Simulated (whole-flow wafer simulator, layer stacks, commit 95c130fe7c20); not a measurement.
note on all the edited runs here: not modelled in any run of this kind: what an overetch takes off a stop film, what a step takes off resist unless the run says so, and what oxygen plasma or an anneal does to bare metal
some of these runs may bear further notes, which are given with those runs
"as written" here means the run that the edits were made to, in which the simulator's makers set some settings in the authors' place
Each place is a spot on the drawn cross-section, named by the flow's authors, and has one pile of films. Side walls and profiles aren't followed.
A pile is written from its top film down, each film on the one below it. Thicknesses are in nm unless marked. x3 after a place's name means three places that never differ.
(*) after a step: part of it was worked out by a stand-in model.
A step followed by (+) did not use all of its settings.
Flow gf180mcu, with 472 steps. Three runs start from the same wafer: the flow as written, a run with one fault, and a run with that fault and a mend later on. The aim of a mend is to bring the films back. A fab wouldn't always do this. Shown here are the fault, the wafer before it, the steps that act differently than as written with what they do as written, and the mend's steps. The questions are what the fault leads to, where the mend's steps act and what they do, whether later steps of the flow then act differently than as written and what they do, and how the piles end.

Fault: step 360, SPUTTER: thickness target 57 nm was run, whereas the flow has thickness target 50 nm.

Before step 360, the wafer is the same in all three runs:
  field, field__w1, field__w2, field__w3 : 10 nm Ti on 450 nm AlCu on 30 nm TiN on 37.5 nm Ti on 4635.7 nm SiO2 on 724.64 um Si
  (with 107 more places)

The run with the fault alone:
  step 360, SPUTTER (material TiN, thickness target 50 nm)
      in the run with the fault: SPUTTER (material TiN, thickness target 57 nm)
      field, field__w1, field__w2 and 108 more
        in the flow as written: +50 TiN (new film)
        in the run with the fault: +57 TiN (new film)
  Steps later in the flow that act otherwise than as written (not shown: 5 more steps that differ only slightly, by at most 2% or 0.5 nm, whichever is larger):
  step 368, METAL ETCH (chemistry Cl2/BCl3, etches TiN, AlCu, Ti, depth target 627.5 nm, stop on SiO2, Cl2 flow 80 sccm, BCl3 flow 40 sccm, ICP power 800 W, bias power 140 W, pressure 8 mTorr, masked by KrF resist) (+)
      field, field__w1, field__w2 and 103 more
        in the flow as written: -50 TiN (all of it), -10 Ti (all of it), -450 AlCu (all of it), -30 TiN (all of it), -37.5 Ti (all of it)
        in the run with the fault: -57 TiN (all of it), -10 Ti (all of it), -450 AlCu (all of it), -30 TiN (all of it), -37.5 Ti (all of it)
  At field__w8, contact, m1, m1__w1, m1_nw, the piles at the end differ from the flow's by more than 2% or 0.5 nm, whichever is larger.
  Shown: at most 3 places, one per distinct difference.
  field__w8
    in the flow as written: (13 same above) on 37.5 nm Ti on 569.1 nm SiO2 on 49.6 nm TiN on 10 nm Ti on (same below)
    in the run with the fault: (13 same above) on 37.5 nm Ti on 562.1 nm SiO2 on 56.6 nm TiN on 10 nm Ti on (same below)
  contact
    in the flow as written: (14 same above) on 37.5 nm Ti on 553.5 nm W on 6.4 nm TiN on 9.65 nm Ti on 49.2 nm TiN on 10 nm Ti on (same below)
    in the run with the fault: (14 same above) on 37.5 nm Ti on 546.4 nm W on 6.43 nm TiN on 9.69 nm Ti on 56.2 nm TiN on 10 nm Ti on (same below)

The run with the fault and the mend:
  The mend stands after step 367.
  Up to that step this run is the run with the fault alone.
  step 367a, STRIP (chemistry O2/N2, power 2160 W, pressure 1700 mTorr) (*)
      field__w8, contact, m1, m1__w1, m1_nw
        -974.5 KrF resist (all of it)
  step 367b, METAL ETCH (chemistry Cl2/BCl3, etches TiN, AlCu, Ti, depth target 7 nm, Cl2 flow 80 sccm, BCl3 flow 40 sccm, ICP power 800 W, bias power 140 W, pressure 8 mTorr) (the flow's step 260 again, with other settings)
      field, field__w1, field__w2 and 108 more
        -7 TiN
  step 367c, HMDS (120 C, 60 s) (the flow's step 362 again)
      does not change any film at any place that is followed
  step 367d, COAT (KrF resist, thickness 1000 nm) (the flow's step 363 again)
      field, field__w1, field__w2 and 108 more
        +1000 KrF resist (new film)
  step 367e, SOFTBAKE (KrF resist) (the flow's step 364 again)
      does not change any film at any place that is followed
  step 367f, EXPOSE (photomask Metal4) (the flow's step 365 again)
      does not change any film at any place that is followed
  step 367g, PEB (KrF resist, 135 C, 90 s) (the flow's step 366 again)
      field, field__w1, field__w2 and 108 more
        -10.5 KrF resist
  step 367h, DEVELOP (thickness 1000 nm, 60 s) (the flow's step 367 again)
      field, field__w1, field__w2 and 103 more
        -989.5 KrF resist (all of it)
      field__w8, contact, m1, m1__w1, m1_nw
        -14.9 KrF resist
  Later steps of the flow that are run all act as written at every place that is followed.
  At every place that both follow, the piles at the end match the flow's.
